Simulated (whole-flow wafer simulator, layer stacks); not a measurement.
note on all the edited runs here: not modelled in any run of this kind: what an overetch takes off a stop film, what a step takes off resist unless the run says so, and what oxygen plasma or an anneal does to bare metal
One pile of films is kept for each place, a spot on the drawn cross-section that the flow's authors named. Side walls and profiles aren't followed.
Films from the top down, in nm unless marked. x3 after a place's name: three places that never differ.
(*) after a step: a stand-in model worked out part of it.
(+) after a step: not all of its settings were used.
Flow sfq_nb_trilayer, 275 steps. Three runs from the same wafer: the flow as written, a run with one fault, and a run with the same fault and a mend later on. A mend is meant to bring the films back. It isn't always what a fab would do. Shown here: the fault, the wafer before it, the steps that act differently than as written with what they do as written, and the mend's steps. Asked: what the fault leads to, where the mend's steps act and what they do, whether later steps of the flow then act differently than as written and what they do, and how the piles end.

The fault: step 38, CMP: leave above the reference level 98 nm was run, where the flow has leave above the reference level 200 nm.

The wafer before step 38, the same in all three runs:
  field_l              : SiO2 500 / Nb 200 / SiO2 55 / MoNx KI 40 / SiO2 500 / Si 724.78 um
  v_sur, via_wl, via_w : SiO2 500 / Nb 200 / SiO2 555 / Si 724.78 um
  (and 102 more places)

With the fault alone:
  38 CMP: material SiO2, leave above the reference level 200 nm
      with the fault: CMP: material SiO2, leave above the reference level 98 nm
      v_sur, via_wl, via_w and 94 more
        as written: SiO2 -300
        with the fault: SiO2 -402
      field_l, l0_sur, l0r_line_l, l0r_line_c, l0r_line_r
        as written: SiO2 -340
        with the fault: SiO2 -442
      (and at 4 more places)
  Later steps of the flow that act differently than as written (3 more steps differ only slightly, by at most 2% or 0.5 nm, whichever is larger, and aren't shown):
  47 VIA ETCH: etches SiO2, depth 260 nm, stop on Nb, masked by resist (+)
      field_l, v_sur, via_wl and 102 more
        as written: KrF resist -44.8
        with the fault: KrF resist -25.3
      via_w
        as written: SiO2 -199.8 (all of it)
        with the fault: SiO2 -97.8 (all of it)
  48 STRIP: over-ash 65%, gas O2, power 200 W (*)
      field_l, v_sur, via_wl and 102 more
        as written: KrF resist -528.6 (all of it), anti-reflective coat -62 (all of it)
        with the fault: KrF resist -548.1 (all of it), anti-reflective coat -62 (all of it)
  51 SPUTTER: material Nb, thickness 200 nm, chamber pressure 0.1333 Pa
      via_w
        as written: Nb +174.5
        with the fault: Nb +194.7
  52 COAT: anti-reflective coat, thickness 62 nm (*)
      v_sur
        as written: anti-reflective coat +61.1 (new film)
        with the fault: anti-reflective coat +57.6 (new film)
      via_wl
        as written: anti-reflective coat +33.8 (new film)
        with the fault: anti-reflective coat +36.6 (new film)
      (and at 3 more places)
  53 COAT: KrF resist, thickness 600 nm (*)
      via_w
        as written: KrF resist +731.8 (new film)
        with the fault: KrF resist +647.2 (new film)
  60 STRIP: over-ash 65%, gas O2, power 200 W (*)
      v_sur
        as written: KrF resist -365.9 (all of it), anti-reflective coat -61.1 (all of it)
        with the fault: KrF resist -377.5 (all of it), anti-reflective coat -57.6 (all of it)
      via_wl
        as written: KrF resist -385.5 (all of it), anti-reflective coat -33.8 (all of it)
        with the fault: KrF resist -394.9 (all of it), anti-reflective coat -36.6 (all of it)
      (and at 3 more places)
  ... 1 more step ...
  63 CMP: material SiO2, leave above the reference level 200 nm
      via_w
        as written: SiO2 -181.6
        with the fault: SiO2 -197.8
  At the end the piles differ from the flow's by more than 2% or 0.5 nm, whichever is larger, at field_l, v_sur, via_wl and 103 more.
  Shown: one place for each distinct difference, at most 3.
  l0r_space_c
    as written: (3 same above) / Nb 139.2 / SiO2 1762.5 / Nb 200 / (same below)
    with the fault: (3 same above) / Nb 139.2 / SiO2 1660.5 / Nb 200 / (same below)
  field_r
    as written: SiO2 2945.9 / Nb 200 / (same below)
    with the fault: SiO2 2843.9 / Nb 200 / (same below)
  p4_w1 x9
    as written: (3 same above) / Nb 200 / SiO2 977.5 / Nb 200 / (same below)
    with the fault: (3 same above) / Nb 200 / SiO2 875.5 / Nb 200 / (same below)

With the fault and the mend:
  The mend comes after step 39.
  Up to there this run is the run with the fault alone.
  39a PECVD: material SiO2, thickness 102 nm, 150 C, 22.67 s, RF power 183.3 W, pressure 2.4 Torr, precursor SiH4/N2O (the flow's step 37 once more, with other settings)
      field_l, v_sur, via_wl and 103 more
        SiO2 +102
  No later step of the flow acts differently than as written at any place that is followed.
  At the end the piles are the same as the flow's at every place that both follow.
